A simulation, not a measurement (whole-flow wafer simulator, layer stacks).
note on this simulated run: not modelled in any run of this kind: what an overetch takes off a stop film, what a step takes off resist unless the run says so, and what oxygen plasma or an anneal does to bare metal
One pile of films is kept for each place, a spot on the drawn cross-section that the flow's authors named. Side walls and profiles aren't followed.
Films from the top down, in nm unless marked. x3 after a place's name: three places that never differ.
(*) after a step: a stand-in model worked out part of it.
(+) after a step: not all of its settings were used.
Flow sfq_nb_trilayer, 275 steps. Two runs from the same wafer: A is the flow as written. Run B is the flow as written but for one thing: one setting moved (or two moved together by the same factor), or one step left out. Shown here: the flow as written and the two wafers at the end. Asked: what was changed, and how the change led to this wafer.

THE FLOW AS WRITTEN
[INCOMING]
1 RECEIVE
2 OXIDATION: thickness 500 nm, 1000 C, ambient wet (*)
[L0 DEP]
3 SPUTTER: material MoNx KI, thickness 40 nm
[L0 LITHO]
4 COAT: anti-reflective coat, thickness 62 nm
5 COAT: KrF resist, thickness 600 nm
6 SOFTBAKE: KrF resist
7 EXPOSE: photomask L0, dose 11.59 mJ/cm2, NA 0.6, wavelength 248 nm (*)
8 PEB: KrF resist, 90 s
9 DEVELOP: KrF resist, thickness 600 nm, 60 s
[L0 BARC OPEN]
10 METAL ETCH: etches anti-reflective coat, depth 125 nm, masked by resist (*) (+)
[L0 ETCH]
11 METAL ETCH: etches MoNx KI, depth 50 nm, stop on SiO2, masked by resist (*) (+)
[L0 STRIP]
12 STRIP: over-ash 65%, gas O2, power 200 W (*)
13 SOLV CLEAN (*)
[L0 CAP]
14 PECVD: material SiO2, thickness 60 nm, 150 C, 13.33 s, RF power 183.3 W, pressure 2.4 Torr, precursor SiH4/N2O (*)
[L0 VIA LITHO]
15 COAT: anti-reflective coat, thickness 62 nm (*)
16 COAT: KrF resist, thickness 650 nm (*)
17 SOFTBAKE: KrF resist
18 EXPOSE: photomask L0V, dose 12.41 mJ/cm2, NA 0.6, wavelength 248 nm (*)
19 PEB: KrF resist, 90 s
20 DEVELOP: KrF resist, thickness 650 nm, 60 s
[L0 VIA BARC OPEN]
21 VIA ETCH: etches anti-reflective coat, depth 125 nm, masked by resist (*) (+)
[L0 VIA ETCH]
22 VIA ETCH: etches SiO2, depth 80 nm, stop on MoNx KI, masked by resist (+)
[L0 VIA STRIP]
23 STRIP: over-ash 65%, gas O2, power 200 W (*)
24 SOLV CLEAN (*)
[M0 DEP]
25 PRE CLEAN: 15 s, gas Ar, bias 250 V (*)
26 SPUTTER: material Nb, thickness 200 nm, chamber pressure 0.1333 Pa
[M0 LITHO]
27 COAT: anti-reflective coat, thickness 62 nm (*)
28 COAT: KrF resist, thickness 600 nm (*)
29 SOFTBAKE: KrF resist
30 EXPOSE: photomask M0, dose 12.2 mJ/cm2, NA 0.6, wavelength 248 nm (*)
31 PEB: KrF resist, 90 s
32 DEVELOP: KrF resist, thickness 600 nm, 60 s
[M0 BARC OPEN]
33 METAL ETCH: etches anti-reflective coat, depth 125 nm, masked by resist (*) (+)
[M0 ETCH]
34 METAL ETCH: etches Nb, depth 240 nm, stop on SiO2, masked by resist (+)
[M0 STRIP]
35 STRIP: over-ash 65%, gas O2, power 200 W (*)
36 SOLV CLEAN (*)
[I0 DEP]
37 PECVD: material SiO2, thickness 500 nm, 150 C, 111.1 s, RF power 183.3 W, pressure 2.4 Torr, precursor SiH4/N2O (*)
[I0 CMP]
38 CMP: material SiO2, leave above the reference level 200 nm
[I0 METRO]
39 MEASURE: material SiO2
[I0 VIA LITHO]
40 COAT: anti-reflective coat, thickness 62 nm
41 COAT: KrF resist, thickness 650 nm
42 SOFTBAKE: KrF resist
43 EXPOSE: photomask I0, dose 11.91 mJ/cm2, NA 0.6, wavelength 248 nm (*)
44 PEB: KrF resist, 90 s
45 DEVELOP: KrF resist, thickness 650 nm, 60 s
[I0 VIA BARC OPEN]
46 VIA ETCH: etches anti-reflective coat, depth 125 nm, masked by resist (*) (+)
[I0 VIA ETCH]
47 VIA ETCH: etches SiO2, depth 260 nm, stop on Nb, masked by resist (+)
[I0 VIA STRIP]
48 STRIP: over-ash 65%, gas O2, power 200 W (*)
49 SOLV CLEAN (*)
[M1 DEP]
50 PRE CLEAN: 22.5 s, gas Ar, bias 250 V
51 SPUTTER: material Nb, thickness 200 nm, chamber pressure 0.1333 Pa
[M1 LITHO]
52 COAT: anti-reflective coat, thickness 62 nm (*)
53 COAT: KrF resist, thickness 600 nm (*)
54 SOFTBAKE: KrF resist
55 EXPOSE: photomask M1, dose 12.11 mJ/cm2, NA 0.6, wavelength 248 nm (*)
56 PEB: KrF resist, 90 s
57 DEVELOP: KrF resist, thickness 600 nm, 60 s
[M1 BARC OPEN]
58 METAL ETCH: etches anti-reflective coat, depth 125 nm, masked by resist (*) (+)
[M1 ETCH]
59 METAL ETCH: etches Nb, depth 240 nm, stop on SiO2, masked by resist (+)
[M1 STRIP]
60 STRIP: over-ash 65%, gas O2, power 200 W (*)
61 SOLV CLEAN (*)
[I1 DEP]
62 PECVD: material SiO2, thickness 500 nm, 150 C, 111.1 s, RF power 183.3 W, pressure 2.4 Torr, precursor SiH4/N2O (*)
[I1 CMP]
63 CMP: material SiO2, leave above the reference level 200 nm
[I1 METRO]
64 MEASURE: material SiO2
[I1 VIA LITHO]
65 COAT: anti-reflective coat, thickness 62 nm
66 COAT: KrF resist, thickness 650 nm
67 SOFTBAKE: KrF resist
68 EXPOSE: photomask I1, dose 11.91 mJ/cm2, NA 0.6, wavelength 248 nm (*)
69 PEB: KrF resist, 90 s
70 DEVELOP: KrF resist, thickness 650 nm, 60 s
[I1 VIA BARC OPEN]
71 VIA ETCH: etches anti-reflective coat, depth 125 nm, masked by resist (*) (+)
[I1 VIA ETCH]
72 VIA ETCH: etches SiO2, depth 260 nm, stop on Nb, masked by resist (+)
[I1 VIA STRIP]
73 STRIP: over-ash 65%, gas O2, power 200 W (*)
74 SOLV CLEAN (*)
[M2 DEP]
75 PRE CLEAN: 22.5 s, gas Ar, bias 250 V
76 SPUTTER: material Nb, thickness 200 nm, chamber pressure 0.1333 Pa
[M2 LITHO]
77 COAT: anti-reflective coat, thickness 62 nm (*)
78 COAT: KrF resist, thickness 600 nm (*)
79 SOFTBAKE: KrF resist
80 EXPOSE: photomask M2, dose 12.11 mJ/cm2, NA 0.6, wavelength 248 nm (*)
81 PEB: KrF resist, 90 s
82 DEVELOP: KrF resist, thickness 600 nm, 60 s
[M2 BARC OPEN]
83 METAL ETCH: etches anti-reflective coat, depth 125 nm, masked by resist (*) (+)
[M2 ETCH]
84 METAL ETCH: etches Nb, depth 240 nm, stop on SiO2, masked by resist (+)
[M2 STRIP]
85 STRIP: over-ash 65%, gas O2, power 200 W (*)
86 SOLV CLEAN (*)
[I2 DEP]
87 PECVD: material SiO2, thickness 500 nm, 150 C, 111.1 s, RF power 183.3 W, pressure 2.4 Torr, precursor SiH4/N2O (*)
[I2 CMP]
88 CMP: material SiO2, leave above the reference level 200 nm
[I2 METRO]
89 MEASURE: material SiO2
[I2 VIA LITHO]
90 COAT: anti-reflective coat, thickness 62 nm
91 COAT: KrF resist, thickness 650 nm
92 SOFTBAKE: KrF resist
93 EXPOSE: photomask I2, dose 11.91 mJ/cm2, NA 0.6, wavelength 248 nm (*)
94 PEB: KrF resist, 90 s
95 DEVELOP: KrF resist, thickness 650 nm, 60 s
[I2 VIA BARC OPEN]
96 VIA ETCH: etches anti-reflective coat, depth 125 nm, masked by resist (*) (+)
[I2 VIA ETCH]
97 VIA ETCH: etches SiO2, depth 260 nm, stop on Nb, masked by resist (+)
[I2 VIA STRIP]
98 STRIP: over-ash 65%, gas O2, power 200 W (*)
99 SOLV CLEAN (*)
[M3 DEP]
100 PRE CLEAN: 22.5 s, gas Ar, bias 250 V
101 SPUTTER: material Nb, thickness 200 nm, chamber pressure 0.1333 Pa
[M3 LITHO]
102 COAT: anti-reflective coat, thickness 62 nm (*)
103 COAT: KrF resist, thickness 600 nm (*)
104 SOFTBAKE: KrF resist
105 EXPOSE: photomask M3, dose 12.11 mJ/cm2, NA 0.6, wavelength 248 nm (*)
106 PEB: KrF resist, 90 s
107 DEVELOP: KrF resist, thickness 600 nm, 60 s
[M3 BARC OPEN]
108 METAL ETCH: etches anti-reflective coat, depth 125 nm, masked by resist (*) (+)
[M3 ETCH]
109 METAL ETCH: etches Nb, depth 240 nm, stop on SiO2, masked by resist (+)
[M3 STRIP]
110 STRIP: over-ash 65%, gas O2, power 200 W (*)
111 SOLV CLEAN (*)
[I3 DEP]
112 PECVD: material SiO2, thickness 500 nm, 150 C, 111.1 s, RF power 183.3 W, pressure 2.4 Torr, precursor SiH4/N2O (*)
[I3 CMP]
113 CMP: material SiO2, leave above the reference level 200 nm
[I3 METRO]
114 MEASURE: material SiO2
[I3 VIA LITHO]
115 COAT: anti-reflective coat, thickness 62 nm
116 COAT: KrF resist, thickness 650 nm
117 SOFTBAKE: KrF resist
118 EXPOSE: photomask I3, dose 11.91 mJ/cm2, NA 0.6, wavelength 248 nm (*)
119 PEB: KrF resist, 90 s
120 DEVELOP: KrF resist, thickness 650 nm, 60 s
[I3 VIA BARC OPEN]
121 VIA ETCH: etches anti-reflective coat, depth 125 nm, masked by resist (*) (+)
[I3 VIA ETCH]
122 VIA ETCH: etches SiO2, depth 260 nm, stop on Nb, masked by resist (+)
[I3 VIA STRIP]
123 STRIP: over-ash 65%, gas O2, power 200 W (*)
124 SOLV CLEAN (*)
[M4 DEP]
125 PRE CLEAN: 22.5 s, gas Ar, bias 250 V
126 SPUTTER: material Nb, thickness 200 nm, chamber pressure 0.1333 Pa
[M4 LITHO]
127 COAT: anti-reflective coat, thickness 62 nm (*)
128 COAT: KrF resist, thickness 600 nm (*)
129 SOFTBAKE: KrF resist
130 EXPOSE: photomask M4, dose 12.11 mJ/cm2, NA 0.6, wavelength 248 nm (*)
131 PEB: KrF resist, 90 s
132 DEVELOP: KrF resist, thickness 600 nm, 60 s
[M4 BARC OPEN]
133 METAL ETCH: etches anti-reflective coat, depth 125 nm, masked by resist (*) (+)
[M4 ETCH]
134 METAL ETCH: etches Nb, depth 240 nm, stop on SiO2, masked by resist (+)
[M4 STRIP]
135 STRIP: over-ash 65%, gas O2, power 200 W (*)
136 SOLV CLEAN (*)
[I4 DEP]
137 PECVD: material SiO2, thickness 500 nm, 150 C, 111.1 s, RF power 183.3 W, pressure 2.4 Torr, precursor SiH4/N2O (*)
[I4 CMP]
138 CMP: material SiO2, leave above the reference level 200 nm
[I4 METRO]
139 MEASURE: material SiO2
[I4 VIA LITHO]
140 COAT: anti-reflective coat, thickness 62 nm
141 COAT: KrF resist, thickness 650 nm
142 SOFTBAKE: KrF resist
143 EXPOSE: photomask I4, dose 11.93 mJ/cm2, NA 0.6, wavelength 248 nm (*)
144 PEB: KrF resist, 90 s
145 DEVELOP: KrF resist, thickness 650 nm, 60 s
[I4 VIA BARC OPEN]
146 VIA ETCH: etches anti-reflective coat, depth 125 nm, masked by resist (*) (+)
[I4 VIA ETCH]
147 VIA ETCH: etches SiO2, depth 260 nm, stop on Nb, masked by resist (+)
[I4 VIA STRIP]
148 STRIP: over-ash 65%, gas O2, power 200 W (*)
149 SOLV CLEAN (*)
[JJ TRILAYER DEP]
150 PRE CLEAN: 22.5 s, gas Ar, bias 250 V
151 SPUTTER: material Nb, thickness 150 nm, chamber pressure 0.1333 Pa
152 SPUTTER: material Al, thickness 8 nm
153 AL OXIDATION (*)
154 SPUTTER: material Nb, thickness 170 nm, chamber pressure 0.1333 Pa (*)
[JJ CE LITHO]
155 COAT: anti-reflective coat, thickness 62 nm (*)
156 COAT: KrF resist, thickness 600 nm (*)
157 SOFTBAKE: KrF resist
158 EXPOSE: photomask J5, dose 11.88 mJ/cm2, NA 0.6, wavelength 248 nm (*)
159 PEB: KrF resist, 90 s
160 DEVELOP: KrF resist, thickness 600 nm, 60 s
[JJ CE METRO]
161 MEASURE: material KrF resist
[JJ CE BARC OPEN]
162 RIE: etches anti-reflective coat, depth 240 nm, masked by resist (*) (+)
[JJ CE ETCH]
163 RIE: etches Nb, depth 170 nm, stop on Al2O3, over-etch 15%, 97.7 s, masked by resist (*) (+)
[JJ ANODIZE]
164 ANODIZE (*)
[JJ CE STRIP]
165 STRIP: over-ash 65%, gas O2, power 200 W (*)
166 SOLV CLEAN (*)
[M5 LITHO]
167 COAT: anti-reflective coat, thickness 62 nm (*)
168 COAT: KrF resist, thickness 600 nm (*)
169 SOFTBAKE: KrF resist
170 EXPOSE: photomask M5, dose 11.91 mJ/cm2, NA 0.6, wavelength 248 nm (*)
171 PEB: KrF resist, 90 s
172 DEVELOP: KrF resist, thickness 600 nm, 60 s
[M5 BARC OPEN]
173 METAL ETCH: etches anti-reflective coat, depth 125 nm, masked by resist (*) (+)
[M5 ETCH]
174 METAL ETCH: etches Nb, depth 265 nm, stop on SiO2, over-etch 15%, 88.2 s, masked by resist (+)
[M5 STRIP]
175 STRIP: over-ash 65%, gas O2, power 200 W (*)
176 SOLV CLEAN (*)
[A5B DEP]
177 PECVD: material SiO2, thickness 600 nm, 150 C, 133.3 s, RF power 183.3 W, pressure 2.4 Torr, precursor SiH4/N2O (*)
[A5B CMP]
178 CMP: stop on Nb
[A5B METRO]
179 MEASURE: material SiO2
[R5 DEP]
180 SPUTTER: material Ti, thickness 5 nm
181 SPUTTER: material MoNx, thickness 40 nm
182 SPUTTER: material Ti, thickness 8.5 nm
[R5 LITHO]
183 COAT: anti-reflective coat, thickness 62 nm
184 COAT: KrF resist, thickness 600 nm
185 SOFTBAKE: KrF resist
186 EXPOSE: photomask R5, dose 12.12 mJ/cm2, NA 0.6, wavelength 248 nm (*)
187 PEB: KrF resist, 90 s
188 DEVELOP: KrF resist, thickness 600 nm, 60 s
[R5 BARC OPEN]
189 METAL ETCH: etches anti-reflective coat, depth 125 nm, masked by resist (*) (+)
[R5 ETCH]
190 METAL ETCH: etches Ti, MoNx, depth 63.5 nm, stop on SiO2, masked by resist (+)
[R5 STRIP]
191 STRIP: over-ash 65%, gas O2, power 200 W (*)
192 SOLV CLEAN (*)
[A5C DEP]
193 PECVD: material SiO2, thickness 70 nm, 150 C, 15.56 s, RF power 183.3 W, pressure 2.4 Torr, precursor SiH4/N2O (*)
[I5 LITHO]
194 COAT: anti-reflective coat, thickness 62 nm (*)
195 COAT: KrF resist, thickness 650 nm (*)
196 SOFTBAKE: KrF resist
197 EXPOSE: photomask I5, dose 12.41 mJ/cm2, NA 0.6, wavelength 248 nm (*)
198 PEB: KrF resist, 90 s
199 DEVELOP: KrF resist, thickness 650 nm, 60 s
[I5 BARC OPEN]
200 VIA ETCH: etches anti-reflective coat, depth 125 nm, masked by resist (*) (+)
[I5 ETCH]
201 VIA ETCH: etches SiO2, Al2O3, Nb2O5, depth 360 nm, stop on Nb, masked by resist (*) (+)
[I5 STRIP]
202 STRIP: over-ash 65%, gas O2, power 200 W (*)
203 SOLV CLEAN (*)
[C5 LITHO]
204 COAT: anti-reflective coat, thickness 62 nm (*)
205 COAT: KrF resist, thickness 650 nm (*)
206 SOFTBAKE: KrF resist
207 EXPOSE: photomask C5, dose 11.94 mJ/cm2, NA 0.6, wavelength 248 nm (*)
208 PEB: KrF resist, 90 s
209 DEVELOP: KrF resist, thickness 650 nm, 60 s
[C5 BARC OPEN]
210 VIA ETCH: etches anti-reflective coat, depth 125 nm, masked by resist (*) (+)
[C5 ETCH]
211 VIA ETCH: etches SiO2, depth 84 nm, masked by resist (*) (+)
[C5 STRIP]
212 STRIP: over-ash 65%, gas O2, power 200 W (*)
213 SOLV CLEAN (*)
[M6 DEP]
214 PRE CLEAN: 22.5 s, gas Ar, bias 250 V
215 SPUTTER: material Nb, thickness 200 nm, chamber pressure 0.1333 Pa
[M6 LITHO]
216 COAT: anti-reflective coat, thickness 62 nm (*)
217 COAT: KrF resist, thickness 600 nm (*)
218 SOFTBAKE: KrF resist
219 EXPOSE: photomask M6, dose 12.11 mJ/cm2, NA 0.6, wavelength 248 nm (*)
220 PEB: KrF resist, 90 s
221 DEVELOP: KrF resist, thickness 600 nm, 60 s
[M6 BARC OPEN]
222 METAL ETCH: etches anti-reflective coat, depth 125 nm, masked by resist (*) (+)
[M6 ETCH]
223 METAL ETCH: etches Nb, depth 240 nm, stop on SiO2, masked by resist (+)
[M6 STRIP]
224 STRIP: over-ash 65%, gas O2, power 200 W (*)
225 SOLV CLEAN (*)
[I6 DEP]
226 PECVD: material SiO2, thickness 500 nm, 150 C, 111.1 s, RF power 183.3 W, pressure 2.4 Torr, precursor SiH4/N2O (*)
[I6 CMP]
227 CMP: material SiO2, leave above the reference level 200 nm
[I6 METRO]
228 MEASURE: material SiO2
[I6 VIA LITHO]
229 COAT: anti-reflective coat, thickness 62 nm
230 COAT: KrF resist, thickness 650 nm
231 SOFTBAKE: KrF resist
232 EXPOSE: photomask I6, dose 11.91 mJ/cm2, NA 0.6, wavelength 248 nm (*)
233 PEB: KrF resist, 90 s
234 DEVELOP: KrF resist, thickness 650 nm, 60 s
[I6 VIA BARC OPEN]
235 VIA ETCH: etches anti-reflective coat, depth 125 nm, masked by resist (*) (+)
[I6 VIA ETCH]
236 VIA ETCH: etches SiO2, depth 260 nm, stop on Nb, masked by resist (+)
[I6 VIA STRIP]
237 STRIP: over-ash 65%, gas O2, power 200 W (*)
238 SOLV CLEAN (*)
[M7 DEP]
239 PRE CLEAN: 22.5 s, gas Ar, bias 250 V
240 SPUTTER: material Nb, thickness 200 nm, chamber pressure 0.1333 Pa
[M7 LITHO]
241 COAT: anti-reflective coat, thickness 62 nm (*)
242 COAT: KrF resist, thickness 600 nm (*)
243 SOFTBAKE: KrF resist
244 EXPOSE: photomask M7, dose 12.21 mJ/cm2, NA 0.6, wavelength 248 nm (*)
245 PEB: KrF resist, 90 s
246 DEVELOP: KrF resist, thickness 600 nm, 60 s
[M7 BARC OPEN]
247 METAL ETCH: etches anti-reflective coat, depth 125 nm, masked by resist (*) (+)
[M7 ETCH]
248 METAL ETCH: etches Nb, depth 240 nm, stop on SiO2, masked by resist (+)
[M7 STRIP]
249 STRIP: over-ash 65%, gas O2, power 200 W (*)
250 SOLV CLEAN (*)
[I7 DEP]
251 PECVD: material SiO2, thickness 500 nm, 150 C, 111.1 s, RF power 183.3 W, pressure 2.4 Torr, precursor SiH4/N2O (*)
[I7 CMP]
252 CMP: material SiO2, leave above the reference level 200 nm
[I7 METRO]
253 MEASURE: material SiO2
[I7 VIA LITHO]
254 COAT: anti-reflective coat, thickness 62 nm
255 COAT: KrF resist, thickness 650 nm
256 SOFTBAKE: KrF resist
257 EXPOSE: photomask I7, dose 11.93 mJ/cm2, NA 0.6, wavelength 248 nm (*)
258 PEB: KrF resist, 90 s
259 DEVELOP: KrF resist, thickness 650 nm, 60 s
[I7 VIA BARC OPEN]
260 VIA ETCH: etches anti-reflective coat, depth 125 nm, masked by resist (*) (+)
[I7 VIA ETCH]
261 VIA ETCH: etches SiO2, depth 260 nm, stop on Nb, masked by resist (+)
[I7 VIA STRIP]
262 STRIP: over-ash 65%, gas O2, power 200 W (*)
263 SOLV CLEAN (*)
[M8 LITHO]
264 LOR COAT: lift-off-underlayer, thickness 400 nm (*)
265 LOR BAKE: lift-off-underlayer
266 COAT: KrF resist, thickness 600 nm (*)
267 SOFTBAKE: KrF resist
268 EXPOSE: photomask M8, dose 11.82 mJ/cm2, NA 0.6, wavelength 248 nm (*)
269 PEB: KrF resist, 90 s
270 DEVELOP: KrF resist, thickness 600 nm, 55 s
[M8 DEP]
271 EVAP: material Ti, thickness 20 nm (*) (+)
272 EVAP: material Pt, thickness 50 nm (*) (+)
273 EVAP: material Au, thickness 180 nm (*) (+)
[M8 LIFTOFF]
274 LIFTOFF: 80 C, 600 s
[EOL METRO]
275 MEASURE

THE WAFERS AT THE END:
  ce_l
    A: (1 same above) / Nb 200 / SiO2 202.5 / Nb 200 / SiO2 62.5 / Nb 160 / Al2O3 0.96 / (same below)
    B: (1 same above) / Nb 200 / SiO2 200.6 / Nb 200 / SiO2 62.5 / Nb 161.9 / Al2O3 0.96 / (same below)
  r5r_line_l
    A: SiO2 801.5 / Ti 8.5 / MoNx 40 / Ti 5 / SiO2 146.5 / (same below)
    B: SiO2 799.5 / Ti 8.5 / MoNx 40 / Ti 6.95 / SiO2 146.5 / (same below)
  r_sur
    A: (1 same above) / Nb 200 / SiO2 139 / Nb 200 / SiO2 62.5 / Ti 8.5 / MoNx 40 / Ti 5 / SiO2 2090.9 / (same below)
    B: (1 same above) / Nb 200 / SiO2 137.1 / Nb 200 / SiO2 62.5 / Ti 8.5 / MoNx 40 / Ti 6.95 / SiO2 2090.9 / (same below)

The cause: step 180, SPUTTER: thickness 6.95 nm was run, where the flow has thickness 5 nm.
It can be read off the wafer: r5r_line_l has Ti 6.95, and step 180 as written asks for 5 nm.

How the change led to this, step by step:
  180 SPUTTER: material Ti, thickness 5 nm
      field_l, v_sur, via_wl and 103 more: A Ti +5 (new film) | B Ti +6.95 (new film)
  190 METAL ETCH: etches Ti, MoNx, depth 63.5 nm, stop on SiO2, masked by resist (+)
      field_l, v_sur, via_wl and 92 more: A Ti -8.5 (all of it), MoNx -40 (all of it), Ti -5 (all of it) | B Ti -8.5 (all of it), MoNx -40 (all of it), Ti -6.95 (all of it)
      ce_l, c5j, ce_r, wl_jj: A Ti -8.5 (all of it), MoNx -40 (all of it), Ti -5 (all of it), Nb -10 | B Ti -8.5 (all of it), MoNx -40 (all of it), Ti -6.95 (all of it), Nb -8.05
